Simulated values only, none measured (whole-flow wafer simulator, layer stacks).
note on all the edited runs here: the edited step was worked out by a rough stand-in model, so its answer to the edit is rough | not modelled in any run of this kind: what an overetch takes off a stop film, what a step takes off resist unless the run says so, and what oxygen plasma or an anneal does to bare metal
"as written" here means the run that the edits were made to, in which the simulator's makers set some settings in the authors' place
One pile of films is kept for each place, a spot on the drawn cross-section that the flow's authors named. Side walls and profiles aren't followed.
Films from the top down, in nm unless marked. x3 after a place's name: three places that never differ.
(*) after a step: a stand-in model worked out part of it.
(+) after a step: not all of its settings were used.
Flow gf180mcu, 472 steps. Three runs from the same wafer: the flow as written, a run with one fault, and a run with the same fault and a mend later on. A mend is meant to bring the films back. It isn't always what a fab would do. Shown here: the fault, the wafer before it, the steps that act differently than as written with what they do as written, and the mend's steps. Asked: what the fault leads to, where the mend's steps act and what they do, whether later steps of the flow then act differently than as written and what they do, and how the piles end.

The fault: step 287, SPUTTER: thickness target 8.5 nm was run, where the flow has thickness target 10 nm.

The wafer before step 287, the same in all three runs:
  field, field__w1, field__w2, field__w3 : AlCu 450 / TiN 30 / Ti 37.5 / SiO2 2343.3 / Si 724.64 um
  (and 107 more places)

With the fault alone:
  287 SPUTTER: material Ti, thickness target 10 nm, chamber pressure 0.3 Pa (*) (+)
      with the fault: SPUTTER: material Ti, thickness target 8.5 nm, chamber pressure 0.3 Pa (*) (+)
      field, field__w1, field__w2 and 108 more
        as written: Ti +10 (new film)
        with the fault: Ti +8.5 (new film)
  Later steps of the flow that act differently than as written (4 more steps differ only slightly, by at most 2% or 0.5 nm, whichever is larger, and aren't shown):
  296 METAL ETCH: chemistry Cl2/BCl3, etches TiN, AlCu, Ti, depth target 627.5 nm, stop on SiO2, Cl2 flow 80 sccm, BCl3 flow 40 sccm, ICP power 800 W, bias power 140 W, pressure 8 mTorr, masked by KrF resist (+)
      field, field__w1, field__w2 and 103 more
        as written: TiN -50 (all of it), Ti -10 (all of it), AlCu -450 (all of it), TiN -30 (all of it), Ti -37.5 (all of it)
        with the fault: TiN -50 (all of it), Ti -8.5 (all of it), AlCu -450 (all of it), TiN -30 (all of it), Ti -37.5 (all of it)
  At the end the piles differ from the flow's by more than 2% or 0.5 nm, whichever is larger, at field__w8, contact, m1, m1__w1, m1_nw.
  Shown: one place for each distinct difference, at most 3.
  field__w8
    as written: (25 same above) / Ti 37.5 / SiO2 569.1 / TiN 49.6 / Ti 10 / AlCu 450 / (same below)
    with the fault: (25 same above) / Ti 37.5 / SiO2 570.6 / TiN 49.6 / Ti 8.5 / AlCu 450 / (same below)
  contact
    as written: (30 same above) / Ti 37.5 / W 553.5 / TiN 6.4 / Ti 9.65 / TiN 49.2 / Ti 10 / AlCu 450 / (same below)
    with the fault: (30 same above) / Ti 37.5 / W 555 / TiN 6.4 / Ti 9.64 / TiN 49.2 / Ti 8.5 / AlCu 450 / (same below)

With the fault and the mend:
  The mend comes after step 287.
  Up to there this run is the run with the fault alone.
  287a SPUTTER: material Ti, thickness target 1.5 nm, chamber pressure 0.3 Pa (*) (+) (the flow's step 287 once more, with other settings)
      field, field__w1, field__w2 and 108 more
        Ti +1.5
  No later step of the flow acts differently than as written at any place that is followed.
  At the end the piles are the same as the flow's at every place that both follow.
